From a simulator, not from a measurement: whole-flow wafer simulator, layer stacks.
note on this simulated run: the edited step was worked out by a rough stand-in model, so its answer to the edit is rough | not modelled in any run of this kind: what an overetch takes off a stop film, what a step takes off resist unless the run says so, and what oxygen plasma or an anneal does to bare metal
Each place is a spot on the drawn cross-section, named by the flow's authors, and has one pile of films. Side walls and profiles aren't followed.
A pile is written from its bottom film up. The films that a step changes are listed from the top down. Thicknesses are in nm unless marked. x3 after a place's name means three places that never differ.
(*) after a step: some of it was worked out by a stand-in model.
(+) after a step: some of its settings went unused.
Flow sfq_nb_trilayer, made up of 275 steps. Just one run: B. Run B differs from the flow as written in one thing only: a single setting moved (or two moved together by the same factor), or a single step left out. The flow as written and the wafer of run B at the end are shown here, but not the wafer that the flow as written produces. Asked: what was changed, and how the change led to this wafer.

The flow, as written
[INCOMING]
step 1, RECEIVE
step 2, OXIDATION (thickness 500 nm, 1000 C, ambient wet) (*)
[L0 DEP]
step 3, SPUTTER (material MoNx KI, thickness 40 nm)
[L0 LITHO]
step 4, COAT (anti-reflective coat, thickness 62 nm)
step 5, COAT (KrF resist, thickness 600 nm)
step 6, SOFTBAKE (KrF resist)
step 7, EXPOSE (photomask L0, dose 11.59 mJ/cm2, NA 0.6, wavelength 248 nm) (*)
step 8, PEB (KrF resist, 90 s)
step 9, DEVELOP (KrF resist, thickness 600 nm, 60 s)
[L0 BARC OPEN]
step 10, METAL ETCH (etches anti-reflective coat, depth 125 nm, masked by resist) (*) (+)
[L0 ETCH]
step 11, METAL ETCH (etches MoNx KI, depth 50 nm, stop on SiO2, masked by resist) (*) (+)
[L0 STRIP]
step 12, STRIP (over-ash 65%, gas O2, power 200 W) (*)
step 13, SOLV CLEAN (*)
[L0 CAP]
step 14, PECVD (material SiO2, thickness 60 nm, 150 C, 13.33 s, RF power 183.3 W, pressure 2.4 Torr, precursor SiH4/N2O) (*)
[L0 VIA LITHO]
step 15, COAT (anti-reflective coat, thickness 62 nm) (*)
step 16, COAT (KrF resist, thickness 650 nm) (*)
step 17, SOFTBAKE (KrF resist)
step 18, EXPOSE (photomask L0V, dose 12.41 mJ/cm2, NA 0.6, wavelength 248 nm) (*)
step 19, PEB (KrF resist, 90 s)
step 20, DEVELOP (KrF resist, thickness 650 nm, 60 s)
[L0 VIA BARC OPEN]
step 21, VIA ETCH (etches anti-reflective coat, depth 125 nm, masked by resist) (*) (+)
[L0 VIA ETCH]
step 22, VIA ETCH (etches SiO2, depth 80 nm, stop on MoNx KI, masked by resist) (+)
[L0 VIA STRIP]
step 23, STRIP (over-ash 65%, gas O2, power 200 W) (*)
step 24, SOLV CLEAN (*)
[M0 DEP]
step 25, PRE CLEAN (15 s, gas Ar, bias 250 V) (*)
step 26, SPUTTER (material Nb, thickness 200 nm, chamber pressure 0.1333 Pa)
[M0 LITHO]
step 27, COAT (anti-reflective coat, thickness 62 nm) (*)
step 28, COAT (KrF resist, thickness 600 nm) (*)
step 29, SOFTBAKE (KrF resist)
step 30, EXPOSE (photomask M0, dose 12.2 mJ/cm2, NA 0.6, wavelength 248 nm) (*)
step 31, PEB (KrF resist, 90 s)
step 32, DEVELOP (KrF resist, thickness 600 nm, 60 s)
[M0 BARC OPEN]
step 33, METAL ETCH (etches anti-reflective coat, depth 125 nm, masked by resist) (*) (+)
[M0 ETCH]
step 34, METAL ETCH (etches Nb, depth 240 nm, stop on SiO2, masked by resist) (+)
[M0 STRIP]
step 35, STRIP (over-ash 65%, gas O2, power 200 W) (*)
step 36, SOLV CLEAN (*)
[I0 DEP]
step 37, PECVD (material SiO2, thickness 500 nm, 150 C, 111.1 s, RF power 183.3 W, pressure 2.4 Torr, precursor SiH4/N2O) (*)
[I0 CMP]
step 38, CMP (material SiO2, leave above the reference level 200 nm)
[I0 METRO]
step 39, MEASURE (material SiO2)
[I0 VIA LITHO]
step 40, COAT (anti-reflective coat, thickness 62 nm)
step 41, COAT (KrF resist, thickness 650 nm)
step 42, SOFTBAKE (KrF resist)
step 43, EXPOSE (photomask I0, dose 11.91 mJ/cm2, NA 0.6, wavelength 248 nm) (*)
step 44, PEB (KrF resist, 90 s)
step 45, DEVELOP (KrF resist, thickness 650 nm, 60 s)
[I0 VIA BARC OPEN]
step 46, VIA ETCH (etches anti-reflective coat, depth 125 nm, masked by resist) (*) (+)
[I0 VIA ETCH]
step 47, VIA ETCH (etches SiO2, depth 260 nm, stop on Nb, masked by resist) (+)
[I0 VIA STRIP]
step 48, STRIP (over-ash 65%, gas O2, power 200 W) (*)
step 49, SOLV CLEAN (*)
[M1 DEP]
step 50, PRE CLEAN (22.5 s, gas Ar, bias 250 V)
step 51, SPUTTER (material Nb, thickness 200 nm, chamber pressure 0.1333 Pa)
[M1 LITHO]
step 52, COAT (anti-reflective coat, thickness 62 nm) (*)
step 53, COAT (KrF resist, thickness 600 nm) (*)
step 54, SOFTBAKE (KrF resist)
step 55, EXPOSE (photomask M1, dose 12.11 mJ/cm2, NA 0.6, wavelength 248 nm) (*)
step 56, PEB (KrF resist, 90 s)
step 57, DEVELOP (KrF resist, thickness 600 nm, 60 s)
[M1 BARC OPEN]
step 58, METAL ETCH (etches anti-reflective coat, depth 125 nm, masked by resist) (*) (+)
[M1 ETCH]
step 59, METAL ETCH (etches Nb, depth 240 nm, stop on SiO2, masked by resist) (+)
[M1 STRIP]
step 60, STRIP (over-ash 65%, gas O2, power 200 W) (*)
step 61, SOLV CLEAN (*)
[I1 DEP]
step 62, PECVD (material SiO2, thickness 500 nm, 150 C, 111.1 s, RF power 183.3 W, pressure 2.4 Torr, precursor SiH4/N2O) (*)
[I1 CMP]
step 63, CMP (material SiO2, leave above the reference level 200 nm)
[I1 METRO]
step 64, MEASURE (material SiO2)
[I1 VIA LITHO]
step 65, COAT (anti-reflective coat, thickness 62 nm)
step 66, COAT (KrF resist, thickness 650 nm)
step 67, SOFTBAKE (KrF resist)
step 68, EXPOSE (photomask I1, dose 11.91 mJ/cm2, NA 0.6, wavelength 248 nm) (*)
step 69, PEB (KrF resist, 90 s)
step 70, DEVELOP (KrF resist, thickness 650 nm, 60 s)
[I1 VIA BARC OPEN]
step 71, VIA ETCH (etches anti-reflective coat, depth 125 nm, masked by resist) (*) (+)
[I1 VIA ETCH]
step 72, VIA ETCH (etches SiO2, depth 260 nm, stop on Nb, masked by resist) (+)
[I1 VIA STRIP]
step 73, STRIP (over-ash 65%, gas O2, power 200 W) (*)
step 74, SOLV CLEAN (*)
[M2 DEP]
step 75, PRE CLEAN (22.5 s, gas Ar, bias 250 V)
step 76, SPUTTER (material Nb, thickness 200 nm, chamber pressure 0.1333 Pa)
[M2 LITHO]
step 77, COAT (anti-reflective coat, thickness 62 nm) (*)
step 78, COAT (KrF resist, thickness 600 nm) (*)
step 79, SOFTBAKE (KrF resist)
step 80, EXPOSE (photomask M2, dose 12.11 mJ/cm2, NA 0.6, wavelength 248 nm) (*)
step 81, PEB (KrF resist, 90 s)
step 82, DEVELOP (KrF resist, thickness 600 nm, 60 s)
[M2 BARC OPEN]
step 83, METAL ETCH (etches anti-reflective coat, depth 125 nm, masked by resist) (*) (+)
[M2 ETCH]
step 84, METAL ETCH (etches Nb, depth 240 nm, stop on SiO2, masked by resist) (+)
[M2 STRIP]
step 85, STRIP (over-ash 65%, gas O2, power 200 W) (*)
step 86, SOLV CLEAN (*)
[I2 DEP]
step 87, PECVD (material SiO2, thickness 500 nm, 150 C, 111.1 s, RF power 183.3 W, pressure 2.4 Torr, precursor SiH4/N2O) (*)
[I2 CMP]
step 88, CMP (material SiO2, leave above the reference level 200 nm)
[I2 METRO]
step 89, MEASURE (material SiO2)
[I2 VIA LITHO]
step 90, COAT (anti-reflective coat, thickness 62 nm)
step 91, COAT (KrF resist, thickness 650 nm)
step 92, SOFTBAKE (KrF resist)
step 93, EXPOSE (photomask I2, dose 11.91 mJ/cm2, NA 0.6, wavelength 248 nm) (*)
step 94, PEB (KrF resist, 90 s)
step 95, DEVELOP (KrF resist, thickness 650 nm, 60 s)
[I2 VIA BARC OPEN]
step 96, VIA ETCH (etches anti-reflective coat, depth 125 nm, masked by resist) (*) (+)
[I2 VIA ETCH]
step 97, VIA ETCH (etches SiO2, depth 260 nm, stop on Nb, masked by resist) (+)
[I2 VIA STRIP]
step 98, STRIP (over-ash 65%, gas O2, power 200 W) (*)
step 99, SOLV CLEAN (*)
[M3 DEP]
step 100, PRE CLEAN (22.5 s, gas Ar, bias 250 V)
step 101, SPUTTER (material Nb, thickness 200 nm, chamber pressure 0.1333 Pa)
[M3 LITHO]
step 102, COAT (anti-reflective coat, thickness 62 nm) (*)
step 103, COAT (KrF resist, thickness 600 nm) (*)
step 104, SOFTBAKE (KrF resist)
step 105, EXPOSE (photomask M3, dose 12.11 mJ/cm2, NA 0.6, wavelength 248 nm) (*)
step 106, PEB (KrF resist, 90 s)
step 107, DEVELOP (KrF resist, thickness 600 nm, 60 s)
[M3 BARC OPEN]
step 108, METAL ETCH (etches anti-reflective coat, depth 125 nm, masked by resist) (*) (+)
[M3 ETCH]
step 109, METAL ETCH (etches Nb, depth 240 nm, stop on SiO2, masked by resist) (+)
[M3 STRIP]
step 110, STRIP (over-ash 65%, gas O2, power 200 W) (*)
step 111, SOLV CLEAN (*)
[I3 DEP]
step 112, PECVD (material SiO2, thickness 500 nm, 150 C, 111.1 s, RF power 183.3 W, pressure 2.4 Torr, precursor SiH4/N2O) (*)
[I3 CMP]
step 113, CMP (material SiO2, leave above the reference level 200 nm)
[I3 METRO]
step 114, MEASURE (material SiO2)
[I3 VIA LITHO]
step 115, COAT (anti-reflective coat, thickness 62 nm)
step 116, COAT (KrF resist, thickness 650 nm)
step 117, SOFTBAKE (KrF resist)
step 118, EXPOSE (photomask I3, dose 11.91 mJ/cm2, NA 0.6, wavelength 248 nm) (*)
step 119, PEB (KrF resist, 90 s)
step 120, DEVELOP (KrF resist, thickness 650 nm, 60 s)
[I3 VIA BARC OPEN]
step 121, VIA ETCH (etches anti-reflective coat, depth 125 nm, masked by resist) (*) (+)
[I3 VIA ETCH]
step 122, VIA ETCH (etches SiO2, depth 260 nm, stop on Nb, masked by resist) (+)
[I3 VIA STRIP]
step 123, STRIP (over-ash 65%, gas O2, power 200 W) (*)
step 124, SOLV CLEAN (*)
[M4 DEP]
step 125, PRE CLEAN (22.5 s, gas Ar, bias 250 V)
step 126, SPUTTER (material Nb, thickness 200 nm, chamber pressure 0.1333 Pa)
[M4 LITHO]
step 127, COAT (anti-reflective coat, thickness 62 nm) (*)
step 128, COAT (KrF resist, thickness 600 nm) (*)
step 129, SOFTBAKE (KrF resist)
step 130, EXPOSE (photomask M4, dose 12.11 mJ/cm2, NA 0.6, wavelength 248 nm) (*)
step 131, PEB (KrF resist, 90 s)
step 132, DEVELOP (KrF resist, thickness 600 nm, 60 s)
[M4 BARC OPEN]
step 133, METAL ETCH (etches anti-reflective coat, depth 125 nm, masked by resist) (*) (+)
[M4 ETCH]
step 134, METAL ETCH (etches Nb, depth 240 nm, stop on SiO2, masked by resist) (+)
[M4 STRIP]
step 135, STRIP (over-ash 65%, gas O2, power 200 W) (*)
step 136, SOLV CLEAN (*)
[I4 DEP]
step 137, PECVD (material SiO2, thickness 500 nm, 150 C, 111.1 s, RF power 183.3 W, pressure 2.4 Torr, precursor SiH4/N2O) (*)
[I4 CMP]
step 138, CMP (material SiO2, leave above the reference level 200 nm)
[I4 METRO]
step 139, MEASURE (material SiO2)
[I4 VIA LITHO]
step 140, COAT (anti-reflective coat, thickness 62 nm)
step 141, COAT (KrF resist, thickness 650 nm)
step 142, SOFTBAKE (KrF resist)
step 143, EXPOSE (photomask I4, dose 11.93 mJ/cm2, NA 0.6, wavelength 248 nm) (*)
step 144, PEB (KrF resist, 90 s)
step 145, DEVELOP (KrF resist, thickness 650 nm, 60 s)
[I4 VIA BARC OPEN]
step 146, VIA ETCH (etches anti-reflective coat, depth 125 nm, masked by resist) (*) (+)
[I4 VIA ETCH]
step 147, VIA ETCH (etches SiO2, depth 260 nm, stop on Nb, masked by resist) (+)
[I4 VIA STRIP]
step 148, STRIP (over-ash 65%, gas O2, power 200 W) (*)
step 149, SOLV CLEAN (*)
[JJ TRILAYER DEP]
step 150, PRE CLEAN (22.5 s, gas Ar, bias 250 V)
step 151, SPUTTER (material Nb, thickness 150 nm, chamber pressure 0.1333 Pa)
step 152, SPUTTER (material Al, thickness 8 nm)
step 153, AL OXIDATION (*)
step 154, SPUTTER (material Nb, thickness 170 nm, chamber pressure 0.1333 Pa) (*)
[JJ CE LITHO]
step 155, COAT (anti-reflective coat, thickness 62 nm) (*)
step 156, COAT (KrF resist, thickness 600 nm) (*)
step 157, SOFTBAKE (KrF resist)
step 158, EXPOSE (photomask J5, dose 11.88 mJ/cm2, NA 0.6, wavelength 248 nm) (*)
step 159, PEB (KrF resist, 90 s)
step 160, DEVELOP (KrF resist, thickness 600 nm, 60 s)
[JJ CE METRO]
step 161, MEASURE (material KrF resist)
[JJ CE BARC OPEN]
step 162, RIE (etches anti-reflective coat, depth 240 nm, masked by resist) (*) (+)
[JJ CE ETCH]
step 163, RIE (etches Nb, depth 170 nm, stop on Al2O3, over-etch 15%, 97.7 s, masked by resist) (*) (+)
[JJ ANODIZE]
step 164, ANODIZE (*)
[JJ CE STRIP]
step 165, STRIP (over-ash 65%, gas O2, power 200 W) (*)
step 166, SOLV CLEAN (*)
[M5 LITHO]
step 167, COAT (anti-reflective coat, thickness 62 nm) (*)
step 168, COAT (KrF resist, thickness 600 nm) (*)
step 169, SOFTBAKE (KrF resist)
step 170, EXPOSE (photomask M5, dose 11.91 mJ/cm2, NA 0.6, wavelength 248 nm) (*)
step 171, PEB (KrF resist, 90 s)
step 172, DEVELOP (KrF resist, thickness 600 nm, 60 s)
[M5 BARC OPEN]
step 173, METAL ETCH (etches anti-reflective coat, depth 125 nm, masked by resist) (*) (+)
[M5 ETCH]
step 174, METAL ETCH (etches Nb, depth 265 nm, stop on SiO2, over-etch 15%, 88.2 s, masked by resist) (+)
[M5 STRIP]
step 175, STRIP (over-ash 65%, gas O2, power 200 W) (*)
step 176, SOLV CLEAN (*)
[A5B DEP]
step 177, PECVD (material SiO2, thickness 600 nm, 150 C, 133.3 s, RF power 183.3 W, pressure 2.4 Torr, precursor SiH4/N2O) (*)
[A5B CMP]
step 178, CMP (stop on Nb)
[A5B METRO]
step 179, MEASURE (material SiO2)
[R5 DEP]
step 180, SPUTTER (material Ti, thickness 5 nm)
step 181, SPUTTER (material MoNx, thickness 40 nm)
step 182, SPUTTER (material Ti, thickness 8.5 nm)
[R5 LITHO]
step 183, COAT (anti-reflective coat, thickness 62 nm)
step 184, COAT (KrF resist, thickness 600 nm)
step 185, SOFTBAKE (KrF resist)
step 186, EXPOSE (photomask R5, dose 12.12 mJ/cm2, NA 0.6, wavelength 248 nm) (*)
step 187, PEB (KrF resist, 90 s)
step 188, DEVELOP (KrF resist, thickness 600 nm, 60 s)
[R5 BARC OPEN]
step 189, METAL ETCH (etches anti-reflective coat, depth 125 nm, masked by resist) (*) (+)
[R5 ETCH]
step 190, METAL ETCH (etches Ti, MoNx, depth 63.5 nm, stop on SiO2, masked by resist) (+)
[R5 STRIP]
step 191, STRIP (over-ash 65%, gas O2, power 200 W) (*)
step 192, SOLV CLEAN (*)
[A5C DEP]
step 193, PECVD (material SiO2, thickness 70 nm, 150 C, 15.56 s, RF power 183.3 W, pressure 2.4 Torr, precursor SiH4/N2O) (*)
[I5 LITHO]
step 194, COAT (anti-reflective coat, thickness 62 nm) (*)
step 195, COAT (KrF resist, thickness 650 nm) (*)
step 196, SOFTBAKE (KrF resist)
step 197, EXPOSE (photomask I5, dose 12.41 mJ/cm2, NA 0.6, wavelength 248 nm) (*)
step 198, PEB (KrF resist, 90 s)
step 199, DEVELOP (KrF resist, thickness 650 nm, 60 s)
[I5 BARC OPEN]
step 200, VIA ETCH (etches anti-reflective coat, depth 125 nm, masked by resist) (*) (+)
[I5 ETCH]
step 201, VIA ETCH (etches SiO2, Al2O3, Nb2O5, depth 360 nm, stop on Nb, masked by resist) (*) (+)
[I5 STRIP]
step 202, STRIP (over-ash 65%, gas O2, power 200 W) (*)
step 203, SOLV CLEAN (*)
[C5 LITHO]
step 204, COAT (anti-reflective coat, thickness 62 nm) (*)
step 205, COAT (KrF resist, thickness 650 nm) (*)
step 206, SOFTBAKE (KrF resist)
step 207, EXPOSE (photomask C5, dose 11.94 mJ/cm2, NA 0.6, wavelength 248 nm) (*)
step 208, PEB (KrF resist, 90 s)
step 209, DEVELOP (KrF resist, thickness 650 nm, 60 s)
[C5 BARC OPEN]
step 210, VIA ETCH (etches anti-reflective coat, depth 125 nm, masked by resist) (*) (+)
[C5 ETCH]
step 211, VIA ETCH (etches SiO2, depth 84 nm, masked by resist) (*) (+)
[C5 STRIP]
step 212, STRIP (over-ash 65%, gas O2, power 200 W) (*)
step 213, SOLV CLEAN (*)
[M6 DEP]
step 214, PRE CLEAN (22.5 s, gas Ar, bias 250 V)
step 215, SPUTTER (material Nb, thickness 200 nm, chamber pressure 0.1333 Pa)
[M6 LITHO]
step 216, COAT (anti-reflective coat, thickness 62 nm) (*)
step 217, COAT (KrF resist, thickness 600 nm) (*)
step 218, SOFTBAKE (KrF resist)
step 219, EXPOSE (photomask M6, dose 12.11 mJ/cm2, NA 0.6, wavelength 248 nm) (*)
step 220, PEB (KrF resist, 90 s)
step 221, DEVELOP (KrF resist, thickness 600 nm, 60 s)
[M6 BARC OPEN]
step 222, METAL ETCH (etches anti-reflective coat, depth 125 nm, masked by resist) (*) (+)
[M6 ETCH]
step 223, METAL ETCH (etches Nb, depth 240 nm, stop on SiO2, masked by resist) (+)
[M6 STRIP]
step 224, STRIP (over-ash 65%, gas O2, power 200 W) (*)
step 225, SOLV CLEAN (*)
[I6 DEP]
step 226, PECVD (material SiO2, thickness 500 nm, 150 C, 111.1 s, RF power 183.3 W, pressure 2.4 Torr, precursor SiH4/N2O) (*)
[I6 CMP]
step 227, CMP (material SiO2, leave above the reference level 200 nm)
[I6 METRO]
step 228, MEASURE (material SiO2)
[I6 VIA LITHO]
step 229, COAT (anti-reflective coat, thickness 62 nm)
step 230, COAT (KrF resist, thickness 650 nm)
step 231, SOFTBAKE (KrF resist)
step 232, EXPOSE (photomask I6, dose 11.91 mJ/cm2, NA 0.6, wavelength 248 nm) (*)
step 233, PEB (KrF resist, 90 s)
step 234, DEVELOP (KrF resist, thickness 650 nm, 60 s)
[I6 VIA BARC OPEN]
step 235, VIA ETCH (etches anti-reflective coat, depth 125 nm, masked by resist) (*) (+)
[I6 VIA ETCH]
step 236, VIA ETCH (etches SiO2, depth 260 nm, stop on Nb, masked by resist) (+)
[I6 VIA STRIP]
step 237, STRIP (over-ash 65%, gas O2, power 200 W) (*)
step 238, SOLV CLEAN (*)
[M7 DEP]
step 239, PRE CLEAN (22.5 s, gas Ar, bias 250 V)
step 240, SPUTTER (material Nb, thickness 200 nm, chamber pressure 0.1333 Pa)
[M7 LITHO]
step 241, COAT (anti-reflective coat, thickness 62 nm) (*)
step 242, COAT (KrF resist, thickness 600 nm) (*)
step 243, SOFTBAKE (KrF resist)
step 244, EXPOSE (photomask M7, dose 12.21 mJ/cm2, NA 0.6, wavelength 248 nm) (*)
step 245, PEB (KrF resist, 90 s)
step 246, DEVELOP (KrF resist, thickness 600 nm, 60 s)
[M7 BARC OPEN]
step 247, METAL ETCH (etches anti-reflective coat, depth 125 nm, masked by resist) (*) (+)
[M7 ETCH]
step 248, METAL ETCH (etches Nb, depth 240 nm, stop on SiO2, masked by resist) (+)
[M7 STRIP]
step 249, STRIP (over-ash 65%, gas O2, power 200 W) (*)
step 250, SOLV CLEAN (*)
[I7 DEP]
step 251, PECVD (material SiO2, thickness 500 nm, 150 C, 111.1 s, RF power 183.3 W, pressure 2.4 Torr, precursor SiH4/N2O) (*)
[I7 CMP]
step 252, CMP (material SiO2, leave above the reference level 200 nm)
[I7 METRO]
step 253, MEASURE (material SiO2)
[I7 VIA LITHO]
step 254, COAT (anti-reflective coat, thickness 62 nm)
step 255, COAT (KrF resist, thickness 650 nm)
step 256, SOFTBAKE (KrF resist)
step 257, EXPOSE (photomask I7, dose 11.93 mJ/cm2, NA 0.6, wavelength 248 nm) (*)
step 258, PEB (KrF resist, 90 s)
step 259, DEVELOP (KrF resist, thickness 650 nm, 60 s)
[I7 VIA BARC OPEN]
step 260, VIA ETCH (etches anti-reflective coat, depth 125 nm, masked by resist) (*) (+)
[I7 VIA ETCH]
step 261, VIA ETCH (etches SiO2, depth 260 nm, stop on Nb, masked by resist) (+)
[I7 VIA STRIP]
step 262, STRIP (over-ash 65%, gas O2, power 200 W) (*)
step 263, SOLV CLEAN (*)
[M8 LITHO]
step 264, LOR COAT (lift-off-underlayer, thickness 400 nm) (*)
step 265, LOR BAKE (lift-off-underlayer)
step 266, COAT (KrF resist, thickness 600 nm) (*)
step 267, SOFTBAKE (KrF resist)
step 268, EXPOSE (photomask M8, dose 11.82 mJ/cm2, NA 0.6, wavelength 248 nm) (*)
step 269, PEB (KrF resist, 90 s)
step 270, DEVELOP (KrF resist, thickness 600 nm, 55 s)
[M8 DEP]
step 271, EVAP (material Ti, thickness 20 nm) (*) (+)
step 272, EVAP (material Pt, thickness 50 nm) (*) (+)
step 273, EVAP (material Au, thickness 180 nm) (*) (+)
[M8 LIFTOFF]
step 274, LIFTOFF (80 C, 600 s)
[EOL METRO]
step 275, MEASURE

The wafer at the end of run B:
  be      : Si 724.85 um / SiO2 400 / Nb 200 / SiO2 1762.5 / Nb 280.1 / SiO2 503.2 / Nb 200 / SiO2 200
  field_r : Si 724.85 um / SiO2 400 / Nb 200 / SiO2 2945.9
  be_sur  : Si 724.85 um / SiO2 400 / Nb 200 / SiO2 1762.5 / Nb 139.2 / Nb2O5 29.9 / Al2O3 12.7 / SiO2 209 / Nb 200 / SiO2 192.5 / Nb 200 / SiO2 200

What caused this: step 2, OXIDATION: thickness 345 nm was run, while the flow as written has thickness 500 nm.

The path from the change to this, step by step:
  step 2, OXIDATION (thickness 500 nm, 1000 C, ambient wet) (*)
      field_l, v_sur, via_wl and 103 more: +345 SiO2 (new film), -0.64 chemical SiO2 (all of it), -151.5 Si (it would be, as written: +500 SiO2 (new film), -0.64 chemical SiO2 (all of it), -219.7 Si)
